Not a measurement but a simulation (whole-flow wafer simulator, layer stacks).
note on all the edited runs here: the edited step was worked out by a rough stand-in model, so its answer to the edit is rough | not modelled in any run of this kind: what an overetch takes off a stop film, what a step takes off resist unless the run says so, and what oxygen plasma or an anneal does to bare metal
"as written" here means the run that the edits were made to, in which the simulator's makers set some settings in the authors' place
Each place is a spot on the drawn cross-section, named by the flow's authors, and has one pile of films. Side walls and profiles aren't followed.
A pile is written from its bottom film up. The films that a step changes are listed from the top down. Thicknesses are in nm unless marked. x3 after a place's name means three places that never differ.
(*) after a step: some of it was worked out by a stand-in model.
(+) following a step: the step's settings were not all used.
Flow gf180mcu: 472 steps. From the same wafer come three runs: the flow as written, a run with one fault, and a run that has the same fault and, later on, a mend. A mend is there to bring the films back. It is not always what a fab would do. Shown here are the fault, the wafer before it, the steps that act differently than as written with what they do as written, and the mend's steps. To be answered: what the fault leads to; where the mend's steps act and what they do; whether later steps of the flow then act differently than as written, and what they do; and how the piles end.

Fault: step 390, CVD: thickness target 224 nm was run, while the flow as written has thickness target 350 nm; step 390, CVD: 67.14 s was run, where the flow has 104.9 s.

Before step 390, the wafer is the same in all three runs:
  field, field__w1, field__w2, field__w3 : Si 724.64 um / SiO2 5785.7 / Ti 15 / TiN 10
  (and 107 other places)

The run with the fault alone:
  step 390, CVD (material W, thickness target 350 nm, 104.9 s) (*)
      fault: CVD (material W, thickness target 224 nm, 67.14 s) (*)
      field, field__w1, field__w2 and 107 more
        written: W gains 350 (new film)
        fault: W gains 225.1 (new film)
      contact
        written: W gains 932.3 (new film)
        fault: W gains 807.4 (new film)
  Steps further on in the flow that do not act as written:
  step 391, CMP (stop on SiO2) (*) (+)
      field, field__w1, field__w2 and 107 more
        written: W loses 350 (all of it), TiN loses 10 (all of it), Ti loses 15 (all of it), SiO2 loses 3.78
        fault: W loses 225.1 (all of it), TiN loses 10 (all of it), Ti loses 15 (all of it), SiO2 loses 2.52
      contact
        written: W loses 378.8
        fault: W loses 252.6
  When the end is reached, the piles differ only a little from the flow's at the places that both follow, at most by 2% or 0.5 nm, whichever is larger.

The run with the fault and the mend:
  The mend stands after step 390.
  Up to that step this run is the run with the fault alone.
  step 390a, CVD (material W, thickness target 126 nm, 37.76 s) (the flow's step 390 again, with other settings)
      field, field__w1, field__w2 and 108 more
        W gains 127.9
  None of the later steps of the flow differs from how it acts as written, at any place that is followed, by more than 2% or 0.5 nm, whichever is larger.
  When the end is reached, the piles differ only a little from the flow's at the places that both follow, at most by 2% or 0.5 nm, whichever is larger.
